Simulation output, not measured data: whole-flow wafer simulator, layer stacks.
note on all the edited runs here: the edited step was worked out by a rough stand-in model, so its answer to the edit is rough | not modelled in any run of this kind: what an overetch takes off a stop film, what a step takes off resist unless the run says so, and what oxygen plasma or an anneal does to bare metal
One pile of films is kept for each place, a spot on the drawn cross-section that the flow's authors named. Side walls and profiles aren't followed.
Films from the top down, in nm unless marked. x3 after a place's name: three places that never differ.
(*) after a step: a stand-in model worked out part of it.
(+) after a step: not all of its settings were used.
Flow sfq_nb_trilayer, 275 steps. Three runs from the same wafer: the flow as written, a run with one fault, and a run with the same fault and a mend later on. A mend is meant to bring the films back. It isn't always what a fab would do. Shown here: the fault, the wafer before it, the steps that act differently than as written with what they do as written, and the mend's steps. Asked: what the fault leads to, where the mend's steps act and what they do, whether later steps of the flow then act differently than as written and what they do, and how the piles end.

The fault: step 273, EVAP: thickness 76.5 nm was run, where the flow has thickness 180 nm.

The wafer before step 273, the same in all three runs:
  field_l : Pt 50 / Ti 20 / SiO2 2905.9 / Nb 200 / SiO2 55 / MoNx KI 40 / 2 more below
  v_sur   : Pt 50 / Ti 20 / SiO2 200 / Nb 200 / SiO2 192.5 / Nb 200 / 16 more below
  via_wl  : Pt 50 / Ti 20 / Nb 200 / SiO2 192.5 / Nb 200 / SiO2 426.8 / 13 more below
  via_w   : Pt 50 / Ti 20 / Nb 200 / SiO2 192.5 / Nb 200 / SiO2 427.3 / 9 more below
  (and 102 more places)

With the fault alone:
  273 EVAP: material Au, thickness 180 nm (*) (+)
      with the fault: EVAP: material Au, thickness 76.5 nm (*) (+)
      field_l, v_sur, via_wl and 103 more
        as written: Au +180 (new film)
        with the fault: Au +76.5 (new film)
  Later steps of the flow that act differently than as written:
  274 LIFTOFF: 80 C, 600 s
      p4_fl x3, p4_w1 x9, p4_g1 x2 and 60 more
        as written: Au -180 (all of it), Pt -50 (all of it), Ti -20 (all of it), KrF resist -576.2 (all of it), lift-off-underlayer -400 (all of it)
        with the fault: Au -76.5 (all of it), Pt -50 (all of it), Ti -20 (all of it), KrF resist -576.2 (all of it), lift-off-underlayer -400 (all of it)
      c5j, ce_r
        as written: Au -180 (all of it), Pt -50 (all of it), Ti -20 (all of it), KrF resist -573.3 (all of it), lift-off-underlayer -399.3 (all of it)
        with the fault: Au -76.5 (all of it), Pt -50 (all of it), Ti -20 (all of it), KrF resist -573.3 (all of it), lift-off-underlayer -399.3 (all of it)
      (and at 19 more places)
  At the end the piles differ from the flow's by more than 2% or 0.5 nm, whichever is larger, at field_l, v_sur, via_wl and 8 more.
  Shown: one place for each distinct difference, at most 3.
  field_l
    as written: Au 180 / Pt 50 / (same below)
    with the fault: Au 76.5 / Pt 50 / (same below)

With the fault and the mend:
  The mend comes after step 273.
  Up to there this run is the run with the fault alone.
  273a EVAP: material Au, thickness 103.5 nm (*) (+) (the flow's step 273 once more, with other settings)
      field_l, v_sur, via_wl and 103 more
        Au +103.5
  No later step of the flow acts differently than as written at any place that is followed.
  At the end the piles are the same as the flow's at every place that both follow.
